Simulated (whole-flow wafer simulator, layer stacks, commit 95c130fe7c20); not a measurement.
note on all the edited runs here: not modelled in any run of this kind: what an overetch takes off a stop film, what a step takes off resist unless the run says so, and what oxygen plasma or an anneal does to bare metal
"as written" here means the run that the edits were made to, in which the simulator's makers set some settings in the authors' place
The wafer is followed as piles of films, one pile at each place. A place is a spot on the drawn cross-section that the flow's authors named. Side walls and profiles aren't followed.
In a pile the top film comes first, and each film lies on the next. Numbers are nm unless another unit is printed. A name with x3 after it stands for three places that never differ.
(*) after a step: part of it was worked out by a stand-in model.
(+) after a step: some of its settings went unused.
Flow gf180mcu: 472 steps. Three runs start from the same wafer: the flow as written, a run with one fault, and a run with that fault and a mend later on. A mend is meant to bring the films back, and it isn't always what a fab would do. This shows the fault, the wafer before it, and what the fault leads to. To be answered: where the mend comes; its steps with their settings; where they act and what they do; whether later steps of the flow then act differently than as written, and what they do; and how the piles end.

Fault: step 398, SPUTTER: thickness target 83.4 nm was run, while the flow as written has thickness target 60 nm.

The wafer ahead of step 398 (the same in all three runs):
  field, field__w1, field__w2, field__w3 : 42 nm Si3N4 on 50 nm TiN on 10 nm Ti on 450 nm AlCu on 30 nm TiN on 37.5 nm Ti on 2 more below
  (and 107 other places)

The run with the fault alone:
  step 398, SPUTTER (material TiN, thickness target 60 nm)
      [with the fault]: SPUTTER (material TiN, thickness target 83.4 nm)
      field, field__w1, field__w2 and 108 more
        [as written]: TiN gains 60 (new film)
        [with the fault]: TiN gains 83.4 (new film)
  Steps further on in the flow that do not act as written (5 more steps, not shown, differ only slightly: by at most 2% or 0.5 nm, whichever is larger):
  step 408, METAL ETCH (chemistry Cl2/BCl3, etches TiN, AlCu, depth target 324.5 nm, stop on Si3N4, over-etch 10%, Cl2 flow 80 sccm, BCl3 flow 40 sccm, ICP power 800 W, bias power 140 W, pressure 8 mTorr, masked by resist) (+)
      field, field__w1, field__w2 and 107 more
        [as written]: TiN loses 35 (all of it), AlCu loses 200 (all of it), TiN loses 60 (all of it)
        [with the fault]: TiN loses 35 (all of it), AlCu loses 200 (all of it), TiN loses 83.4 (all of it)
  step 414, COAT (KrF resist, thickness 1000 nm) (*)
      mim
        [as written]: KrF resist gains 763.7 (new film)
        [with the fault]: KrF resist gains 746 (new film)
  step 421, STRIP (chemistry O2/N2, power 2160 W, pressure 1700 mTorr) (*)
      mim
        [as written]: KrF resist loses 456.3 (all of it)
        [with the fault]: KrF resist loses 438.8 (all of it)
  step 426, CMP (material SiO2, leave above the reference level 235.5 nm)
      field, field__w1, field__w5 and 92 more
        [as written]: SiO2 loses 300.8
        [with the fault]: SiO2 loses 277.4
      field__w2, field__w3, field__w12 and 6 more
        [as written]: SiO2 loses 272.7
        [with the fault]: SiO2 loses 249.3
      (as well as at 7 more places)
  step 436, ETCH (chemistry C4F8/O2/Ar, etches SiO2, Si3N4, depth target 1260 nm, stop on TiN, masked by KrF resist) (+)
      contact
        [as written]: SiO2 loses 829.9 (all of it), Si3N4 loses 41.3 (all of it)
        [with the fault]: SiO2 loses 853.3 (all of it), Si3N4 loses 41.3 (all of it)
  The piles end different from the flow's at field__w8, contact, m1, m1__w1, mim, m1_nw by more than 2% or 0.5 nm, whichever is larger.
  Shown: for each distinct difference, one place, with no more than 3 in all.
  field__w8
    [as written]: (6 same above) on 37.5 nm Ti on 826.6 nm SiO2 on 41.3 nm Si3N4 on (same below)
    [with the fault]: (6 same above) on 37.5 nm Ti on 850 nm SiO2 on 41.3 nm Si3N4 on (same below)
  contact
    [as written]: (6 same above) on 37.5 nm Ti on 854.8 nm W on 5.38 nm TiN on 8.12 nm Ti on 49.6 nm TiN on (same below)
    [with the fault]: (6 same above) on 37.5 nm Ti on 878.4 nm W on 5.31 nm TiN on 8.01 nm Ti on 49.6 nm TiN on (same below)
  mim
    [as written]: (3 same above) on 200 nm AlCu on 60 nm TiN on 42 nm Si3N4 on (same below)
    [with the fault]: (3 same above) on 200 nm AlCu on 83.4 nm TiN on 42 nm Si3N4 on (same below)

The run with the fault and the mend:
  The mend follows step 398.
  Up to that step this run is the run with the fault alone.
  step 398a, METAL ETCH (chemistry Cl2/BCl3, etches TiN, AlCu, Ti, depth target 23.4 nm, Cl2 flow 80 sccm, BCl3 flow 40 sccm, ICP power 800 W, bias power 140 W, pressure 8 mTorr) (the flow's step 260 again, with other settings)
      field, field__w1, field__w2 and 108 more
        TiN loses 23.4
  None of the later steps of the flow acts differently than as written at any place that is followed.
  The piles end the same as the flow's at every place that both follow.
